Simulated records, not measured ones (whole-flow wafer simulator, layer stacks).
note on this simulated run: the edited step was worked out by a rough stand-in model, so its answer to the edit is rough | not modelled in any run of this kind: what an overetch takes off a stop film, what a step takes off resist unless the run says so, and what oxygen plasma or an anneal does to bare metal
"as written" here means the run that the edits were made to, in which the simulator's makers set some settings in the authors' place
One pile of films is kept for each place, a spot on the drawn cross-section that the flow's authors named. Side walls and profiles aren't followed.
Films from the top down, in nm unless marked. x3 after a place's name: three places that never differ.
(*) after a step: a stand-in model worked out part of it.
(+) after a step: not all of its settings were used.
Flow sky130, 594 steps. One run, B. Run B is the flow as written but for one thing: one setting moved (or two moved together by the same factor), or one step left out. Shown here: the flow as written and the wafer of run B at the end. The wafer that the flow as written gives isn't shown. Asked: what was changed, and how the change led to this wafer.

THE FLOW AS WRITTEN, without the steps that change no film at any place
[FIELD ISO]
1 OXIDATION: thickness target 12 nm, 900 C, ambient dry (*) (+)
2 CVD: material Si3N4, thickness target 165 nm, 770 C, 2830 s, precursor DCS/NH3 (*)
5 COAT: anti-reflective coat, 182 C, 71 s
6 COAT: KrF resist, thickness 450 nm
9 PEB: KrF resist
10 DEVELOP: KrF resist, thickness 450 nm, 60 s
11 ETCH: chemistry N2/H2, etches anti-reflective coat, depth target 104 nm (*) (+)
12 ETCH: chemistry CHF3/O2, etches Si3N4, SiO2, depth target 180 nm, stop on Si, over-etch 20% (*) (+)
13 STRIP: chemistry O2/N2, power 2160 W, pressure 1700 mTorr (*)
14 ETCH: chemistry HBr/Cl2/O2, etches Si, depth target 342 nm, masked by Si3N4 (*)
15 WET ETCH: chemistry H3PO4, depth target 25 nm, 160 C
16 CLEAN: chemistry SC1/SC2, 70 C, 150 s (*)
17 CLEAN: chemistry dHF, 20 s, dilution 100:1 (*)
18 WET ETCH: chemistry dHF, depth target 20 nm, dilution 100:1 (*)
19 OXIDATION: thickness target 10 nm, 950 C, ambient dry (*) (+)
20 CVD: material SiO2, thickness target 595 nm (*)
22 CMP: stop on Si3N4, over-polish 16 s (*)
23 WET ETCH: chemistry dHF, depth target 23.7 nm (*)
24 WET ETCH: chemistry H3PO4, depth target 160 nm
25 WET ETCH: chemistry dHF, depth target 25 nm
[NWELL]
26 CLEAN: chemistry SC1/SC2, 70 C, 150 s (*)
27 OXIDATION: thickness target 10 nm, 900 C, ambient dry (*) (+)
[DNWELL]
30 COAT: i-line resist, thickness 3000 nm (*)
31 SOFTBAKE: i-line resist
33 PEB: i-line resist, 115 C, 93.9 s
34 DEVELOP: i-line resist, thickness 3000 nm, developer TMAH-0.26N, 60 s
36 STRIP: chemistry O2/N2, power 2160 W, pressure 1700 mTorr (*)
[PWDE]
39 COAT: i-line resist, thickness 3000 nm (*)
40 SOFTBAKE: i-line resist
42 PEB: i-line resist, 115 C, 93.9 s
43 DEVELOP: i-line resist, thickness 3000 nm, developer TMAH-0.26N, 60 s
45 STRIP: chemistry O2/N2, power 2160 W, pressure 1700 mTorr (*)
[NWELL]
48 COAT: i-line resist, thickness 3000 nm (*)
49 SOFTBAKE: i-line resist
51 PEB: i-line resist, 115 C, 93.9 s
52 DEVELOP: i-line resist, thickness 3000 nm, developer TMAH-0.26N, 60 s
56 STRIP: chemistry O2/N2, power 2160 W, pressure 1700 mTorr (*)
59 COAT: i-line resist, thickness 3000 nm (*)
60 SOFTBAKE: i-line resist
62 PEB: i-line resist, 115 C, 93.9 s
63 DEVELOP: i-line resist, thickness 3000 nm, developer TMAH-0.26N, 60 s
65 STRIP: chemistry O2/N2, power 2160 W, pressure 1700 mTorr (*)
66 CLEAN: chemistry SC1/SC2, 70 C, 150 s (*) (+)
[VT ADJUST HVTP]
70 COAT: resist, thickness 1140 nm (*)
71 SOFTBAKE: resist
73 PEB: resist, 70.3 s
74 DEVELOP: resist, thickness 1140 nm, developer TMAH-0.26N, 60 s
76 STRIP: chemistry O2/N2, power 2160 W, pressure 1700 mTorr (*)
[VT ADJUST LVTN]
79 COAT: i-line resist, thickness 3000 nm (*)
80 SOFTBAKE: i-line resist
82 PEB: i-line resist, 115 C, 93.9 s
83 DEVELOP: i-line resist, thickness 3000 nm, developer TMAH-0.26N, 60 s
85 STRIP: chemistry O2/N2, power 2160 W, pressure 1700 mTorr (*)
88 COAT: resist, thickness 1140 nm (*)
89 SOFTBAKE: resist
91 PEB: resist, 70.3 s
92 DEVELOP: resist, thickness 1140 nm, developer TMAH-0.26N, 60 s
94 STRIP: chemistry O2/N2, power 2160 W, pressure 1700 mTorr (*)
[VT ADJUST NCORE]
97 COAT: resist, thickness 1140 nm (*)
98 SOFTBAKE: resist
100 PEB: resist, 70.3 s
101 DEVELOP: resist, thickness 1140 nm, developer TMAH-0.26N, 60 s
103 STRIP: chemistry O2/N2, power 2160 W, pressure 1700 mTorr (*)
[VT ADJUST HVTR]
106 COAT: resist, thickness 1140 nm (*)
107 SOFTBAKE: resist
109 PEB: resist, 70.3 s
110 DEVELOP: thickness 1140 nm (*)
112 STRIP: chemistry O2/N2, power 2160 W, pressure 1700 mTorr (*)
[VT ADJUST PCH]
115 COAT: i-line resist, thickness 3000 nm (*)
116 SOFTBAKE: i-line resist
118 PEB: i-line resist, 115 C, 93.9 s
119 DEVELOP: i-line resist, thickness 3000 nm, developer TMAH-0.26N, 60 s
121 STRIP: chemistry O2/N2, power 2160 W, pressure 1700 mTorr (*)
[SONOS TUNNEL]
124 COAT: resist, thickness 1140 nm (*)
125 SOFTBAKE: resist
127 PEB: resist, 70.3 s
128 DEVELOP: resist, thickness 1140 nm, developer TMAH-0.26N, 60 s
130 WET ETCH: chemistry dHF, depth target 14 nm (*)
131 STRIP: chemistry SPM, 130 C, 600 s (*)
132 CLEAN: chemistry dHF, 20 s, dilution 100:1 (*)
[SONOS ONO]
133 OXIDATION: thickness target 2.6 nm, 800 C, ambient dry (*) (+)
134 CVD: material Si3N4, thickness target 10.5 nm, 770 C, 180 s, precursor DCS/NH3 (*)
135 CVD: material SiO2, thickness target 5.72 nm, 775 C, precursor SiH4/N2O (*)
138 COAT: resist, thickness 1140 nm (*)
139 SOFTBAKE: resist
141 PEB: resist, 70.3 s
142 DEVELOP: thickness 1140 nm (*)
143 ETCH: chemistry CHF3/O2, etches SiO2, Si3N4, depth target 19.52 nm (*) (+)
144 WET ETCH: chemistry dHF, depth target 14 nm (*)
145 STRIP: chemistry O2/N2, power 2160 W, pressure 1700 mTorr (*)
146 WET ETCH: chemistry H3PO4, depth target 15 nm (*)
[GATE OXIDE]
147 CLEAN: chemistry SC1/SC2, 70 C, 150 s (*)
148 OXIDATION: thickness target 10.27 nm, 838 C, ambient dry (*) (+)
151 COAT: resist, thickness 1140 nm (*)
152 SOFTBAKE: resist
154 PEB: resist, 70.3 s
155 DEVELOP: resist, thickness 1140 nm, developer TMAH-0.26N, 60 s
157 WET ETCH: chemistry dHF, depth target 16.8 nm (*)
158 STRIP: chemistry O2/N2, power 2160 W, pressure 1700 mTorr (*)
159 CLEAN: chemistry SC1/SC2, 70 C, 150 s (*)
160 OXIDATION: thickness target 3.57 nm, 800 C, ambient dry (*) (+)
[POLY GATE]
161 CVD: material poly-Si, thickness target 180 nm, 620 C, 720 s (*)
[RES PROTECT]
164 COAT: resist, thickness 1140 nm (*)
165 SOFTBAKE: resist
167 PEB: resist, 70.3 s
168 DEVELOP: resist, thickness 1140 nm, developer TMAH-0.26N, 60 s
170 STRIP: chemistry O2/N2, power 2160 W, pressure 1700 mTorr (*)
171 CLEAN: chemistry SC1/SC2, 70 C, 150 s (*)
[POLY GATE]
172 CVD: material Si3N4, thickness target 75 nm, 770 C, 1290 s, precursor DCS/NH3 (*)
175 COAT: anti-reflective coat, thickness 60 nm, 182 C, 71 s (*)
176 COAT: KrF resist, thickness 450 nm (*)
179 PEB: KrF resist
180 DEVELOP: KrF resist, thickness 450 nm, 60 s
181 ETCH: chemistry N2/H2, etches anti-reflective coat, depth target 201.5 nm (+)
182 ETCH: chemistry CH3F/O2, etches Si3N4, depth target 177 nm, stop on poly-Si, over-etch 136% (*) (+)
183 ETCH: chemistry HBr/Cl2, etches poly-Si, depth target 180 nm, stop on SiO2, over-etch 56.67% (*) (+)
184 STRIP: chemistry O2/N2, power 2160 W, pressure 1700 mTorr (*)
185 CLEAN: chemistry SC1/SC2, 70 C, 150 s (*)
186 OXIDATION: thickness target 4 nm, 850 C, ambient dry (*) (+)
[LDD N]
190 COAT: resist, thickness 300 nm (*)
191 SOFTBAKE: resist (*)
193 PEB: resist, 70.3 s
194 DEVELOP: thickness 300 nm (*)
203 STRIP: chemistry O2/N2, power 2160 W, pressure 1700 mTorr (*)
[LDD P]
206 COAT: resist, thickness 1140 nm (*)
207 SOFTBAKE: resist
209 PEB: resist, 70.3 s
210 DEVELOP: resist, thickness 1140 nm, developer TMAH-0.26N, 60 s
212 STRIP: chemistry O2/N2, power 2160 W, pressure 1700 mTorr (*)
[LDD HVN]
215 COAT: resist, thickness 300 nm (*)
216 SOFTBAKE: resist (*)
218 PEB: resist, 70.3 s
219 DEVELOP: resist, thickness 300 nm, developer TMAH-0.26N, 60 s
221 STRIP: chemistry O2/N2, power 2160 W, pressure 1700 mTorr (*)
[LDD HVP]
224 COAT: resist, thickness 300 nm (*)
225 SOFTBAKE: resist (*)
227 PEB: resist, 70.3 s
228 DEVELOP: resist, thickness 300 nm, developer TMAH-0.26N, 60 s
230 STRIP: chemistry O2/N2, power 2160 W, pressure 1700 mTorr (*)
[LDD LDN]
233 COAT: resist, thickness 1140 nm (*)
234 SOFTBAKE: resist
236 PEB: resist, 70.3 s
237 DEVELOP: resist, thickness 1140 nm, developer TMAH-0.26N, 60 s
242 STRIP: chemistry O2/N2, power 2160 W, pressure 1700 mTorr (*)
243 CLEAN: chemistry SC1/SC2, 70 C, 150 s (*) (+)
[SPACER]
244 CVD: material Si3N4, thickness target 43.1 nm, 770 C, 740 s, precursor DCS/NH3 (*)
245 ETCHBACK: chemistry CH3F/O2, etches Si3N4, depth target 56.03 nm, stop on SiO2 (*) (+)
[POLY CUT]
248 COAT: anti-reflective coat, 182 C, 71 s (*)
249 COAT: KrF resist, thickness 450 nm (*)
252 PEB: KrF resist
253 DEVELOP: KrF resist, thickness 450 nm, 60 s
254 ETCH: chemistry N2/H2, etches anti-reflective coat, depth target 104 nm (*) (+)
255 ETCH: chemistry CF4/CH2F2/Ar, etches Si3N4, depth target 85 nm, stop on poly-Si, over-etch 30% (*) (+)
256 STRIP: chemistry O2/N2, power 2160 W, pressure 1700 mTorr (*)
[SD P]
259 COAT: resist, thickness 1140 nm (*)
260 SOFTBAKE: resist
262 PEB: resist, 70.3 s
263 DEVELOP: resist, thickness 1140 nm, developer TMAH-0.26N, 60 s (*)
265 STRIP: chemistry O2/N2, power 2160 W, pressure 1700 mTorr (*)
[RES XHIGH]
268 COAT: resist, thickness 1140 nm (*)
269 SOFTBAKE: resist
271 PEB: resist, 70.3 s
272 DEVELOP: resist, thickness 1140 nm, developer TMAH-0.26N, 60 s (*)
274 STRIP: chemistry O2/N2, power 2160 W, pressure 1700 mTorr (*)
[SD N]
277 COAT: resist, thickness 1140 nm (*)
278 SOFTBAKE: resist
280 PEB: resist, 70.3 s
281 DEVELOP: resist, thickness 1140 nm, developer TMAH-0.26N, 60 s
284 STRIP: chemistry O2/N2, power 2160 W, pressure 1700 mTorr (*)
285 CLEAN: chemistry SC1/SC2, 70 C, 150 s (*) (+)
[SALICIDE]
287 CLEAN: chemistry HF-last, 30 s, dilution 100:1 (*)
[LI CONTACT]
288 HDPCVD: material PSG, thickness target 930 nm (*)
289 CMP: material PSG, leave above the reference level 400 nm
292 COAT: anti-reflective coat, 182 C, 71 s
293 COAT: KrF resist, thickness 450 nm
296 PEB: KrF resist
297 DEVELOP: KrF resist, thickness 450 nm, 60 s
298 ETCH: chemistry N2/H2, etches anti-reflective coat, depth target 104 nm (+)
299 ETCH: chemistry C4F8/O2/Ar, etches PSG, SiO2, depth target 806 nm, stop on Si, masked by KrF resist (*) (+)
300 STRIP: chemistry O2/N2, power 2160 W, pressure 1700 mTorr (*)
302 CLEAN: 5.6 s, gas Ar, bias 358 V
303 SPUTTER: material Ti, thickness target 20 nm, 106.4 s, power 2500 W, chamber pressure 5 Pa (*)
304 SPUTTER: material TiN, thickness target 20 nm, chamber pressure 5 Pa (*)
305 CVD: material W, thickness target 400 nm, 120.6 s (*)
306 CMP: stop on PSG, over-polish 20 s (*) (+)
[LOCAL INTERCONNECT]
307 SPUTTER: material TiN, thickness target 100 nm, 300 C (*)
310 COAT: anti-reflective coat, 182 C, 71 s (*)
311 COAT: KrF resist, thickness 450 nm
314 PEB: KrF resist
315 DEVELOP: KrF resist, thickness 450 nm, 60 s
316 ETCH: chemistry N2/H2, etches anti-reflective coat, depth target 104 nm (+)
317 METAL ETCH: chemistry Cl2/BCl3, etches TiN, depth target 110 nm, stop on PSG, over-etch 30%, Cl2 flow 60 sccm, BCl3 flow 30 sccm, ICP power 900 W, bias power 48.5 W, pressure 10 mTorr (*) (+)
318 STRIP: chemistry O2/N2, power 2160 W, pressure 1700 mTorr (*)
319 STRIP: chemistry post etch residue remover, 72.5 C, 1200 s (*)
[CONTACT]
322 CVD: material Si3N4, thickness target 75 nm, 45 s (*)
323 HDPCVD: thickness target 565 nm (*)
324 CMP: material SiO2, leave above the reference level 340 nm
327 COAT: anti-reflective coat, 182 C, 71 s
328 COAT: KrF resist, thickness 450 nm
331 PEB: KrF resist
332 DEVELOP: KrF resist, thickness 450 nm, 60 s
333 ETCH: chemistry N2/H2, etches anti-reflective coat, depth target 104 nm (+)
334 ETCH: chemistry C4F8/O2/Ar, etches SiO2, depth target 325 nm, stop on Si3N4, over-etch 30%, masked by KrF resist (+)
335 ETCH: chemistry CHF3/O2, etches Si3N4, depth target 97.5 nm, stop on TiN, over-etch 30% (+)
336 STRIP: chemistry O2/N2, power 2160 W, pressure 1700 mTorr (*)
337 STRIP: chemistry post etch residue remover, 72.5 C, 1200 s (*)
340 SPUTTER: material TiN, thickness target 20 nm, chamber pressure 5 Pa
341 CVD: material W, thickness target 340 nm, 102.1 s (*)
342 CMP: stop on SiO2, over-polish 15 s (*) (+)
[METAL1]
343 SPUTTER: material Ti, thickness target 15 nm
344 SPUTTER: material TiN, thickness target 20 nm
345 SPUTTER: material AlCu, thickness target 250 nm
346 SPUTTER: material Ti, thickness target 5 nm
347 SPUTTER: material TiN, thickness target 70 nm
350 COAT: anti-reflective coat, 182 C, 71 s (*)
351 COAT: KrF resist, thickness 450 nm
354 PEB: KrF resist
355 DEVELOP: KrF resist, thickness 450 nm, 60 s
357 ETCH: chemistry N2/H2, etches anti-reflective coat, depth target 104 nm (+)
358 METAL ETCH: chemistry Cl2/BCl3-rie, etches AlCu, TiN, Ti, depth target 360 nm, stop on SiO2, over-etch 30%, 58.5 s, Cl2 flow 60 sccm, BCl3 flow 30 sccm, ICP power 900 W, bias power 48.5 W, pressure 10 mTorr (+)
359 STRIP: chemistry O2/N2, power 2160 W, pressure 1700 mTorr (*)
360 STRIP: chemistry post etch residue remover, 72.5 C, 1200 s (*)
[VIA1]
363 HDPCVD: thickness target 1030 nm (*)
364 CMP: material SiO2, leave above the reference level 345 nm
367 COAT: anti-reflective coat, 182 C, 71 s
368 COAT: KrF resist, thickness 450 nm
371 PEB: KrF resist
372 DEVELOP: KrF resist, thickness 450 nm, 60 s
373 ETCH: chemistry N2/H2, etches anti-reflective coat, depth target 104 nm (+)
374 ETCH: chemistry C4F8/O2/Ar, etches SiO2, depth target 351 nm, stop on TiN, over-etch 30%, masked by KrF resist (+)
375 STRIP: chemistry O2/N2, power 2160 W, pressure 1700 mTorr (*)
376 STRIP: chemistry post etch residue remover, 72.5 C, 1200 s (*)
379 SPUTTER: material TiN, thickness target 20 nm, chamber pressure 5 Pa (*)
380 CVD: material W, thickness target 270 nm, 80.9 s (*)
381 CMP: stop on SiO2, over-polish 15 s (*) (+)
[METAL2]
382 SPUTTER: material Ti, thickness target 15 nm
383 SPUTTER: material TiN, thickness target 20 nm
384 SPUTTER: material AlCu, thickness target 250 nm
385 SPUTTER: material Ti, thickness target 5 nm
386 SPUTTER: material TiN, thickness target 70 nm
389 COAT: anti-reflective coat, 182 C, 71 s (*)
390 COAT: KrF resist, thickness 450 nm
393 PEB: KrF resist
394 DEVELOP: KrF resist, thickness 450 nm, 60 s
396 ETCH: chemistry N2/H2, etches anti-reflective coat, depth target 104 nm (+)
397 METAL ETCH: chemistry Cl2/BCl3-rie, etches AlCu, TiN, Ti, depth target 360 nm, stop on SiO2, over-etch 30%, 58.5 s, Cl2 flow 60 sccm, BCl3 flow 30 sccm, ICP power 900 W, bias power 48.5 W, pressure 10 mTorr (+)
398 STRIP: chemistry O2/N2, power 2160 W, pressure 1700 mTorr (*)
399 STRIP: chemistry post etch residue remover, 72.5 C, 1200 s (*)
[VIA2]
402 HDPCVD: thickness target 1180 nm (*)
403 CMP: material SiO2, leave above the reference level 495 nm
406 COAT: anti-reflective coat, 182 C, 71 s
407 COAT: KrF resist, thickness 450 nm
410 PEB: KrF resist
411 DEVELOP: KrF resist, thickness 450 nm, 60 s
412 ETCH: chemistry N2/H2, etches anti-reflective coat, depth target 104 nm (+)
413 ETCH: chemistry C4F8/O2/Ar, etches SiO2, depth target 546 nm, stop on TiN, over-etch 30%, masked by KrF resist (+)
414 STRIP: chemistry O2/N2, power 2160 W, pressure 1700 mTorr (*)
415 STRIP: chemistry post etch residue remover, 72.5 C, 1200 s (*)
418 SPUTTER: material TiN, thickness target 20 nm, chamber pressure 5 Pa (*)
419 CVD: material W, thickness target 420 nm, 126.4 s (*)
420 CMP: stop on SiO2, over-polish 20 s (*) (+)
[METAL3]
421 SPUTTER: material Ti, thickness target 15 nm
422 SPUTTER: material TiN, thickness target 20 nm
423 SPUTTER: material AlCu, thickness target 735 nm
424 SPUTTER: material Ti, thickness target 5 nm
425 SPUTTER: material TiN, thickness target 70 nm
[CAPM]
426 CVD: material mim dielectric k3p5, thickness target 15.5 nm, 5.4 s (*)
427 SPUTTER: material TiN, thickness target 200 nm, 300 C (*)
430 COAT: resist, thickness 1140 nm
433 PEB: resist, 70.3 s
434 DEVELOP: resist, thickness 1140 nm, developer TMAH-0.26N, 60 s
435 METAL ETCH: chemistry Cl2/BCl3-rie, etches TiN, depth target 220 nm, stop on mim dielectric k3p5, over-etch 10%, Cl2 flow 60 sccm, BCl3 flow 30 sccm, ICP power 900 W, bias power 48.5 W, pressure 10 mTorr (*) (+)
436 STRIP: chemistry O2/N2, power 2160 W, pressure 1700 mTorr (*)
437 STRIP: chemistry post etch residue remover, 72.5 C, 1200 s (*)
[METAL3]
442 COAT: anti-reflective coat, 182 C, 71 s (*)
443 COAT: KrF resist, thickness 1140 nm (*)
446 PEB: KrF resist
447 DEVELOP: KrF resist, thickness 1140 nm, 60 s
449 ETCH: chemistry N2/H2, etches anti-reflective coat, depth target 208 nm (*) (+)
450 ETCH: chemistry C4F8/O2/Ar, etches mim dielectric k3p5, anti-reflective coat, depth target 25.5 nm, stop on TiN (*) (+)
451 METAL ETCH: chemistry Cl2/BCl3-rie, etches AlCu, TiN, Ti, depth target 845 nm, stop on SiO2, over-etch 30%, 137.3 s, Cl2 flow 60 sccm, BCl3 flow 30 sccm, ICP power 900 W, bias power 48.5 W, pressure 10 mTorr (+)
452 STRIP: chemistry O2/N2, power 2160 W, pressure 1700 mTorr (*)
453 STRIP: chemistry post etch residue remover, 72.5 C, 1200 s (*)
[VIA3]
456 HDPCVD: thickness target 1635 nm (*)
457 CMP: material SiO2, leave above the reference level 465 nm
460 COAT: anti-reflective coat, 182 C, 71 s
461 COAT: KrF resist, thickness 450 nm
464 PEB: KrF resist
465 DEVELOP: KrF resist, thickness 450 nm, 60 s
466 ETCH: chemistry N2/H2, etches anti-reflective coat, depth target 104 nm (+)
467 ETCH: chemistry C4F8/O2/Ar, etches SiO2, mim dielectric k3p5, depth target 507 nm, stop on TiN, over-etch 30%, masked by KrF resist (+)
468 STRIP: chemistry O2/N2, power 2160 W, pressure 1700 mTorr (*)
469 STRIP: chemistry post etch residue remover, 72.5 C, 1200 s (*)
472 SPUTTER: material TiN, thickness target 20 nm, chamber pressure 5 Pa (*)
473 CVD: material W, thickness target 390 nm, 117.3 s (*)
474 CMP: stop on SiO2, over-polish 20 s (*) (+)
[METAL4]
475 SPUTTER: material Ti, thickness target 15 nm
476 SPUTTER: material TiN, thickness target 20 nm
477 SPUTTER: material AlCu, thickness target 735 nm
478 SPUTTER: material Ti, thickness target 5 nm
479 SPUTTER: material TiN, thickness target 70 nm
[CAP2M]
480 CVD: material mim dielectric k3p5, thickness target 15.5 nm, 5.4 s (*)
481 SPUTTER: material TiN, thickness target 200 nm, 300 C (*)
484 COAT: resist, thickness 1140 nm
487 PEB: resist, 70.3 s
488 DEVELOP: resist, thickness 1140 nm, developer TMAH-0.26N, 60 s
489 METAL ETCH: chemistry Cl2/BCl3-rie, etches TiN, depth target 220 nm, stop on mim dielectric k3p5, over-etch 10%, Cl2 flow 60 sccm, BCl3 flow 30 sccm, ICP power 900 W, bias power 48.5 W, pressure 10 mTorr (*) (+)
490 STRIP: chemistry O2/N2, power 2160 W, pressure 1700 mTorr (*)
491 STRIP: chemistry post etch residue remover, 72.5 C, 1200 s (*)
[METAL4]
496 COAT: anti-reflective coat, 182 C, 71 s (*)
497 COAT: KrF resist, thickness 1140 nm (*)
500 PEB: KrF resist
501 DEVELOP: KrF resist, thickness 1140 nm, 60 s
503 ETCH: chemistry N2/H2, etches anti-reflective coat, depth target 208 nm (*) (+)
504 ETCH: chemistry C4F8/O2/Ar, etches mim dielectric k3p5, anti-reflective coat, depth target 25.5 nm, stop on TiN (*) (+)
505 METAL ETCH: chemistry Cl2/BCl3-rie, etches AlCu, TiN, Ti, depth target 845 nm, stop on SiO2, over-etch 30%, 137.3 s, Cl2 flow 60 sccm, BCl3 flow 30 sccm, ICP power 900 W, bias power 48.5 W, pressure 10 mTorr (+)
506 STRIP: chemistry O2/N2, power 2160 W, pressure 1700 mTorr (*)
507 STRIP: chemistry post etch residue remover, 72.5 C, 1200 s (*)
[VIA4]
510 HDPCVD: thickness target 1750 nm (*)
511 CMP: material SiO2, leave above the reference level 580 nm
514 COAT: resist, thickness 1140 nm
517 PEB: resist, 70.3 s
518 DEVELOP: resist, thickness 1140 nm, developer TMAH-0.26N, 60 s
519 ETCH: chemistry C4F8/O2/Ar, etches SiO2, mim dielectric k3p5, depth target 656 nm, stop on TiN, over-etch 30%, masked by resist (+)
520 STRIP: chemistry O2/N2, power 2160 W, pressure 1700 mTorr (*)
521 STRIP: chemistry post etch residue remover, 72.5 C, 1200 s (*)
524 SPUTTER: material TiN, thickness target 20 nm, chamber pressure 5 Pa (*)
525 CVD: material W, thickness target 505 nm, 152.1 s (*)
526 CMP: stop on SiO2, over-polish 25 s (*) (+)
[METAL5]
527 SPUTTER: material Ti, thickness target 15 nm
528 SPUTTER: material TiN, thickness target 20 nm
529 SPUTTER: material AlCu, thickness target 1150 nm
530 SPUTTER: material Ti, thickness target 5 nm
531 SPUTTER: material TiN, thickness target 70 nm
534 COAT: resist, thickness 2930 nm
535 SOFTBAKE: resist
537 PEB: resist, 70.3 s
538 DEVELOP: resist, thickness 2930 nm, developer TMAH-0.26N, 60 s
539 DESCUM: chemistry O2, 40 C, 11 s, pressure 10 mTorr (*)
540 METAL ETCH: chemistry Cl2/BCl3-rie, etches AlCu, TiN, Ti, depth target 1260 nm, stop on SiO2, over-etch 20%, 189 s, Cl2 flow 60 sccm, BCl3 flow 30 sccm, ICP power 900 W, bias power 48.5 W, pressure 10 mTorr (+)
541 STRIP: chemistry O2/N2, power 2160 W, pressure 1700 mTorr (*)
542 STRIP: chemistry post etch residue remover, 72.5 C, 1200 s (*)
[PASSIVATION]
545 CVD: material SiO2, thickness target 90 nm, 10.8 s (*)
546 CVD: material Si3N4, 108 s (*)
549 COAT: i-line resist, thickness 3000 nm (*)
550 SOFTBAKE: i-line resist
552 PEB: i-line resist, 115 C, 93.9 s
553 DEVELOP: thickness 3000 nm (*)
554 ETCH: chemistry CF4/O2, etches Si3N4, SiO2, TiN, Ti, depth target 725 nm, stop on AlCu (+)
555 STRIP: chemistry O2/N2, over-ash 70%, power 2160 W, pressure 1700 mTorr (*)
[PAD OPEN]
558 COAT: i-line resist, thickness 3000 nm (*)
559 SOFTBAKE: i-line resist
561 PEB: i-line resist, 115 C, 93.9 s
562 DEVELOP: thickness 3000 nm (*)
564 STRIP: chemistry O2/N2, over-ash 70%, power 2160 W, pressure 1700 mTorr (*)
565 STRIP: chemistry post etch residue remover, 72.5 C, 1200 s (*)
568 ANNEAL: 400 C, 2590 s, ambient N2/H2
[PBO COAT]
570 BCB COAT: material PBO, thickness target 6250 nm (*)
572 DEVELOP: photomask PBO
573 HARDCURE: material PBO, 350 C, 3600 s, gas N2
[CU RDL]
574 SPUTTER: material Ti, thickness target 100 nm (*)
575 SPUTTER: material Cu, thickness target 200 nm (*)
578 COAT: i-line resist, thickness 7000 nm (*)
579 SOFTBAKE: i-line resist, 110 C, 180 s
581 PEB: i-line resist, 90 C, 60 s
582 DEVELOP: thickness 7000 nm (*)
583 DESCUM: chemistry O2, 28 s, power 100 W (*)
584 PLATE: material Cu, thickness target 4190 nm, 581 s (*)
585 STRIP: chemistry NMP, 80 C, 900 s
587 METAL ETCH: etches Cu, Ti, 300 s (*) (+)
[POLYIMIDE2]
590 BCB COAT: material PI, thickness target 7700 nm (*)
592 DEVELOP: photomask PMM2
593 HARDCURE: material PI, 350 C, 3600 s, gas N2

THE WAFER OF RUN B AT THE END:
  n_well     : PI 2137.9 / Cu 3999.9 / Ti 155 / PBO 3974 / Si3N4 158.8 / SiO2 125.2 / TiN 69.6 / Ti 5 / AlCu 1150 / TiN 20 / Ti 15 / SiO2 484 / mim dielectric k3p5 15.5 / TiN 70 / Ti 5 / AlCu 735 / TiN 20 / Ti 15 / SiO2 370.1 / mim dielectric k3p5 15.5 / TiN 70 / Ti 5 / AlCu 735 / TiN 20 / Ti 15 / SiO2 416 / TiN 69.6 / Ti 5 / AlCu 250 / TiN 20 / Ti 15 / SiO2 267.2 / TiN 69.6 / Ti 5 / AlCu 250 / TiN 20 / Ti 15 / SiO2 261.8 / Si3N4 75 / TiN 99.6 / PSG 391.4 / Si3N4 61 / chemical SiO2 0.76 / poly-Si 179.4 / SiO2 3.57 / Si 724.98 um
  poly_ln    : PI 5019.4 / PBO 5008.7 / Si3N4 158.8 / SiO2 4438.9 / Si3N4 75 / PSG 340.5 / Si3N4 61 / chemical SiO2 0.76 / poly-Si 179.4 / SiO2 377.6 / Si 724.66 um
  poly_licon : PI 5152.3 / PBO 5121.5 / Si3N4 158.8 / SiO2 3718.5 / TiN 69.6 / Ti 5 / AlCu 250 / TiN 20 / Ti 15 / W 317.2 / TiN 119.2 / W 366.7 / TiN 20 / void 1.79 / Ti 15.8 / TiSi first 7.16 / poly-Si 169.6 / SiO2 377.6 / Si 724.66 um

The cause: step 574, SPUTTER: thickness target 155 nm was run, where the flow has thickness target 100 nm.
It can be read off the wafer: n_well has Ti 155, and step 574 as written asks for 100 nm.

How the change led to this, step by step:
  574 SPUTTER: material Ti, thickness target 100 nm (*)
      field, active, n_well and 190 more: Ti +155 (new film) (as written it would be: Ti +100 (new film))
  587 METAL ETCH: etches Cu, Ti, 300 s (*) (+)
      field, active, gate and 167 more: Cu -200 (all of it), Ti -155 (all of it) (as written it would be: Cu -200 (all of it), Ti -100 (all of it))
  590 BCB COAT: material PI, thickness target 7700 nm (*)
      de16_gate_nw: PI +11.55 um (new film) (as written it would be: PI +11.5 um (new film))
